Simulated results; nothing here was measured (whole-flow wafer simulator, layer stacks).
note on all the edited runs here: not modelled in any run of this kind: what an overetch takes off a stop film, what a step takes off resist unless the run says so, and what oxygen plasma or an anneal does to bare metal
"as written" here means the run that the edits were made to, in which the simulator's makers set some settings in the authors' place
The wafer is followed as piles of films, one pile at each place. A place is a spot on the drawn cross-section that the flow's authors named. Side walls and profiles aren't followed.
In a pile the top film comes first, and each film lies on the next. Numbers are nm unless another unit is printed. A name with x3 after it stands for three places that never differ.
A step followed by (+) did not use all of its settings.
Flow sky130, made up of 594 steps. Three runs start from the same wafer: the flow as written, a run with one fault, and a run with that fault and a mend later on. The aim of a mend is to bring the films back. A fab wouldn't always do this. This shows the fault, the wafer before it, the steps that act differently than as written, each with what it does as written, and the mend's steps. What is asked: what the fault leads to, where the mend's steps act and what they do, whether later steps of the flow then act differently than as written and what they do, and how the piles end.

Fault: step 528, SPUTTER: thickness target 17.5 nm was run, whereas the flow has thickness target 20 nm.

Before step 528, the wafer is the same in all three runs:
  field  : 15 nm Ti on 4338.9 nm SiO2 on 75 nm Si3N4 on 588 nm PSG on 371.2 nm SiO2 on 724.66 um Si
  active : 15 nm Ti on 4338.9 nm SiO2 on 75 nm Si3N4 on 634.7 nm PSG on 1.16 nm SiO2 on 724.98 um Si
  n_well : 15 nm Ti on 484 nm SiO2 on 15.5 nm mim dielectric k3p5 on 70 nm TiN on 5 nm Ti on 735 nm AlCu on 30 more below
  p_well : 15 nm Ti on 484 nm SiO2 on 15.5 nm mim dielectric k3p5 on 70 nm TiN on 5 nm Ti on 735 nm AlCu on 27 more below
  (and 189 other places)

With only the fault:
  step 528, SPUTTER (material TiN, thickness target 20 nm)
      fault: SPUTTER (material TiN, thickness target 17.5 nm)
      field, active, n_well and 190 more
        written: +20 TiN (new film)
        fault: +17.5 TiN (new film)
  Steps further on in the flow that do not act as written (not shown: 21 more steps that differ only slightly, by at most 2% or 0.5 nm, whichever is larger):
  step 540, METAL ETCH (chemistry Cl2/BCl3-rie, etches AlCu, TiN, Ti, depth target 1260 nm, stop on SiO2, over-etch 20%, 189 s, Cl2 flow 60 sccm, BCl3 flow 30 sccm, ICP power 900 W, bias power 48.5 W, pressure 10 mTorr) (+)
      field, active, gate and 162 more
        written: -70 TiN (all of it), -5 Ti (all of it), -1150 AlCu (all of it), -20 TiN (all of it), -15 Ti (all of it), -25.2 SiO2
        fault: -70 TiN (all of it), -5 Ti (all of it), -1150 AlCu (all of it), -17.5 TiN (all of it), -15 Ti (all of it), -25.4 SiO2
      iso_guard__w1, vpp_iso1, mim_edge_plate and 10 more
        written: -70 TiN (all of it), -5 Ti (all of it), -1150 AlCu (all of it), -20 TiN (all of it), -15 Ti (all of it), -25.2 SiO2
        fault: -70 TiN (all of it), -5 Ti (all of it), -1150 AlCu (all of it), -17.5 TiN (all of it), -15 Ti (all of it), -25.5 SiO2
  The piles end different from the flow's at n_well, p_well, sd_n and 12 more by more than 2% or 0.5 nm, whichever is larger.
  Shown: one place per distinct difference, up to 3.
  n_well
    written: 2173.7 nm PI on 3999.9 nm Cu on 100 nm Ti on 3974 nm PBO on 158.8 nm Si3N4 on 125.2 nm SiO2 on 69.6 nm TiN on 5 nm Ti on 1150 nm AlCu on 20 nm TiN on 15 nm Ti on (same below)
    fault: 2174 nm PI on 3999.9 nm Cu on 100 nm Ti on 3975.8 nm PBO on 158.8 nm Si3N4 on 125.2 nm SiO2 on 69.6 nm TiN on 5 nm Ti on 1150 nm AlCu on 17.5 nm TiN on 15 nm Ti on (same below)
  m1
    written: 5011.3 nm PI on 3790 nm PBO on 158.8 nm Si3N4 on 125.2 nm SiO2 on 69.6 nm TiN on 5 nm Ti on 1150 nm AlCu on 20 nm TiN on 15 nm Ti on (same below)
    fault: 5011.4 nm PI on 3792.1 nm PBO on 158.8 nm Si3N4 on 125.2 nm SiO2 on 69.6 nm TiN on 5 nm Ti on 1150 nm AlCu on 17.5 nm TiN on 15 nm Ti on (same below)
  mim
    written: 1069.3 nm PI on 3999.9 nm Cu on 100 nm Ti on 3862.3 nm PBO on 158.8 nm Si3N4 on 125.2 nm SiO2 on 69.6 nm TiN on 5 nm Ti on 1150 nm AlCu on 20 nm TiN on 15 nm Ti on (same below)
    fault: 1069.5 nm PI on 3999.9 nm Cu on 100 nm Ti on 3864.2 nm PBO on 158.8 nm Si3N4 on 125.2 nm SiO2 on 69.6 nm TiN on 5 nm Ti on 1150 nm AlCu on 17.5 nm TiN on 15 nm Ti on (same below)

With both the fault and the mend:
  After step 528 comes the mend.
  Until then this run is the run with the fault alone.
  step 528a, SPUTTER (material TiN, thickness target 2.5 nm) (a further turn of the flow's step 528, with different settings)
      field, active, n_well and 190 more
        +2.5 TiN
  None of the later steps of the flow acts differently than as written at any place that is followed.
  At every place that both follow, the piles at the end match the flow's.
